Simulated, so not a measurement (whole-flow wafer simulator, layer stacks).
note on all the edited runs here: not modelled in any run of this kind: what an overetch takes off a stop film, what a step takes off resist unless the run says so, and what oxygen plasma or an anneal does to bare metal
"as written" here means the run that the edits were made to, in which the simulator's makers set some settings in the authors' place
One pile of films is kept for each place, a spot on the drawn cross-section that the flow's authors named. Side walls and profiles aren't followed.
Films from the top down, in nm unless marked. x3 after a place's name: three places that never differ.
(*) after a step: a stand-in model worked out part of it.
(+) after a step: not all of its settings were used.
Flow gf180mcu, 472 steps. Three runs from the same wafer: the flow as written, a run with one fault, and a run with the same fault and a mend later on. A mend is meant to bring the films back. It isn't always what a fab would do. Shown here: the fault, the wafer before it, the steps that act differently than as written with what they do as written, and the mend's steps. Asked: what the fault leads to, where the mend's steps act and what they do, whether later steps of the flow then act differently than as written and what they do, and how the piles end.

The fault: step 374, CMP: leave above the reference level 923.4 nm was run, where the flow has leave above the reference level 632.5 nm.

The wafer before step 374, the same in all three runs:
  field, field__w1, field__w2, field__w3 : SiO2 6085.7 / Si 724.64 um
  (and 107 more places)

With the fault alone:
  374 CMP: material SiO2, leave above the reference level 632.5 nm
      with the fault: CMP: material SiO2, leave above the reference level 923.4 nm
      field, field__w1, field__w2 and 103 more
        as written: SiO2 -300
        with the fault: SiO2 -9.1
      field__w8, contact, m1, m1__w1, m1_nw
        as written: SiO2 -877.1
        with the fault: SiO2 -586.2
  Later steps of the flow that act differently than as written:
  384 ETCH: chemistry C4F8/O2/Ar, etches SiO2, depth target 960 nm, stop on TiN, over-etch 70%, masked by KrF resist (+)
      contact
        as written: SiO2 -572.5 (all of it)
        with the fault: SiO2 -863.4 (all of it)
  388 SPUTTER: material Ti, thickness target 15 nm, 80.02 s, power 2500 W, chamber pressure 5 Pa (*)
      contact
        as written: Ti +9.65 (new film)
        with the fault: Ti +8.16 (new film)
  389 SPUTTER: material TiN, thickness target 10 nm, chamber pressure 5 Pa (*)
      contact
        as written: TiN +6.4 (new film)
        with the fault: TiN +5.4 (new film)
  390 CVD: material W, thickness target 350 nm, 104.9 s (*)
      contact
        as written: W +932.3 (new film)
        with the fault: W +1225.7 (new film)
  At the end the piles differ from the flow's by more than 2% or 0.5 nm, whichever is larger, at field, field__w1, field__w2 and 109 more.
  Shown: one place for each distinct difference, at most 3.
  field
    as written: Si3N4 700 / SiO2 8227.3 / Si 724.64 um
    with the fault: Si3N4 700 / SiO2 8518.2 / Si 724.64 um
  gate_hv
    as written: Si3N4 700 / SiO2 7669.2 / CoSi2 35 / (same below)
    with the fault: Si3N4 700 / SiO2 7960.1 / CoSi2 35 / (same below)
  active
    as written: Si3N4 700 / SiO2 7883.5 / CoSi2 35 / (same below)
    with the fault: Si3N4 700 / SiO2 8174.4 / CoSi2 35 / (same below)

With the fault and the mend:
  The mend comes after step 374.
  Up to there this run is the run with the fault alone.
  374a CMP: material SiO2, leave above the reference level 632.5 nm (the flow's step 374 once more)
      field, field__w1, field__w2 and 108 more
        SiO2 -290.9
  No later step of the flow acts differently than as written at any place that is followed.
  At the end the piles are the same as the flow's at every place that both follow.
